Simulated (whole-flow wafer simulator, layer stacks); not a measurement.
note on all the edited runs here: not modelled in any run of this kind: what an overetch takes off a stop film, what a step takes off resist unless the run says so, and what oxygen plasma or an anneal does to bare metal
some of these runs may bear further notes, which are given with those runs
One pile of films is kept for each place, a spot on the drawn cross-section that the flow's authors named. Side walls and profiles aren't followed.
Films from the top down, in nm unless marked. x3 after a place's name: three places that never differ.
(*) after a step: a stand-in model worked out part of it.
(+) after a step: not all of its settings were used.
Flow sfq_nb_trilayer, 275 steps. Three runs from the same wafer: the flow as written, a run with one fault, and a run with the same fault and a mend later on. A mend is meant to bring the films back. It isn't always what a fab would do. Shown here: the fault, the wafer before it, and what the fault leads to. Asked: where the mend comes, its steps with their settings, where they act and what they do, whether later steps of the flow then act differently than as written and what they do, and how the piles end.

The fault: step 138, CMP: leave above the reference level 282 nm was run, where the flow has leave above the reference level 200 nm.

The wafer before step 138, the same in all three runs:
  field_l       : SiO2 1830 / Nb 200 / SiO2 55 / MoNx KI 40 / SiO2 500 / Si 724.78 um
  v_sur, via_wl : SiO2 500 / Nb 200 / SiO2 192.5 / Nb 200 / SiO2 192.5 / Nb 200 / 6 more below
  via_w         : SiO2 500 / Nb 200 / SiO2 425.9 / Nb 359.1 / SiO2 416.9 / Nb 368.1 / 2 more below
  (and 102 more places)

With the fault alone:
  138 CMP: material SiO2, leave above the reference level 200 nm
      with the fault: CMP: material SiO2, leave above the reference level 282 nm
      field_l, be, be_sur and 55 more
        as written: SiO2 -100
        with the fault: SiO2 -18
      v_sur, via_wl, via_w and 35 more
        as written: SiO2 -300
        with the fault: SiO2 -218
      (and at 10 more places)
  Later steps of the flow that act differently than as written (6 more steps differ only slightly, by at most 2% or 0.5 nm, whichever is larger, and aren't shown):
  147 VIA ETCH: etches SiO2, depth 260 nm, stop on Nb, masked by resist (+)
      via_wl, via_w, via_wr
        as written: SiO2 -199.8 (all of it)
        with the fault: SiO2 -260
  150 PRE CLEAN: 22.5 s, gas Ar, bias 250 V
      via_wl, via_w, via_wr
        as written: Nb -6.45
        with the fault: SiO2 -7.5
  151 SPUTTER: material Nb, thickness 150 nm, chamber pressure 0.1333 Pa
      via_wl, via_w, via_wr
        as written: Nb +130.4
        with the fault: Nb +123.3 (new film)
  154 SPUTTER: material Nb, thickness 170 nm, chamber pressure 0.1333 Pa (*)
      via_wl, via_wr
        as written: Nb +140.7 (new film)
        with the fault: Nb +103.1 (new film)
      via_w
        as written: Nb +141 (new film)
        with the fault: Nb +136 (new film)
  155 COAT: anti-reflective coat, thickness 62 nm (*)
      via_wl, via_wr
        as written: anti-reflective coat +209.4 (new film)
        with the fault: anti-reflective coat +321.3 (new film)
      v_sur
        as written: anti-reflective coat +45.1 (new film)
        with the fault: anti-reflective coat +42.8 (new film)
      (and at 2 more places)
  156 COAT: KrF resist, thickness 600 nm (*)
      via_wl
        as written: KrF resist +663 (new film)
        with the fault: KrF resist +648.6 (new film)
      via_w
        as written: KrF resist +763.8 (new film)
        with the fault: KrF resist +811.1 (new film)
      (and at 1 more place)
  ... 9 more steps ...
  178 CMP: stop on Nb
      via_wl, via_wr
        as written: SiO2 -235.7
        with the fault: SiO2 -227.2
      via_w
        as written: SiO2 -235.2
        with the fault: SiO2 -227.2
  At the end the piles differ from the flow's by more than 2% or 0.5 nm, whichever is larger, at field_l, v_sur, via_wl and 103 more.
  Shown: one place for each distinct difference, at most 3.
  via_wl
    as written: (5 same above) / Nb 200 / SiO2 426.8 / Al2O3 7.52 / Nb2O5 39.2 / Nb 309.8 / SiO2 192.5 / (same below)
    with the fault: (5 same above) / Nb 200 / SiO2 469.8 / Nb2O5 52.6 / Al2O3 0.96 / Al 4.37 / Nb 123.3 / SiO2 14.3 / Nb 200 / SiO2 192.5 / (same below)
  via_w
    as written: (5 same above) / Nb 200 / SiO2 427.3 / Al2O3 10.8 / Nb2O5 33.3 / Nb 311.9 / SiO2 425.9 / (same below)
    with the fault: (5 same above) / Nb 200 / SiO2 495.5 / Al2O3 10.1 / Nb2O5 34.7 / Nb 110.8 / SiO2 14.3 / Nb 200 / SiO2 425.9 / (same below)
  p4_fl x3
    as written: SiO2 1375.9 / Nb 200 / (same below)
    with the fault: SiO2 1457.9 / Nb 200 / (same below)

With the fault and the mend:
  The mend comes after step 145.
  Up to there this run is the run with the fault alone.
  145a STRIP: over-ash 65%, gas O2, power 200 W (*)
      field_l, v_sur, via_sp and 100 more
        KrF resist -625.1 (all of it), anti-reflective coat -62 (all of it)
      via_wl, via_w, via_wr
        anti-reflective coat -62 (all of it)
  145b CMP: material SiO2, leave above the reference level 200 nm (the flow's step 138 once more)
      field_l, v_sur, via_wl and 103 more
        SiO2 -82
  145c COAT: anti-reflective coat, thickness 62 nm (the flow's step 140 once more)
      field_l, v_sur, via_wl and 103 more
        anti-reflective coat +62 (new film)
  145d COAT: KrF resist, thickness 650 nm (the flow's step 141 once more)
      field_l, v_sur, via_wl and 103 more
        KrF resist +650 (new film)
  145e SOFTBAKE: KrF resist (the flow's step 142 once more)
      changes no film at any place that is followed
  145f EXPOSE: photomask I4, dose 11.93 mJ/cm2, NA 0.6, wavelength 248 nm (*) (the flow's step 143 once more)
      changes no film at any place that is followed
  145g PEB: KrF resist, 90 s (the flow's step 144 once more)
      field_l, v_sur, via_wl and 103 more
        KrF resist -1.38
  145h DEVELOP: KrF resist, thickness 650 nm, 60 s (the flow's step 145 once more)
      field_l, v_sur, via_sp and 100 more
        KrF resist -23.5
      via_wl, via_w, via_wr
        KrF resist -648.6 (all of it)
  No later step of the flow acts differently than as written at any place that is followed.
  At the end the piles are the same as the flow's at every place that both follow.
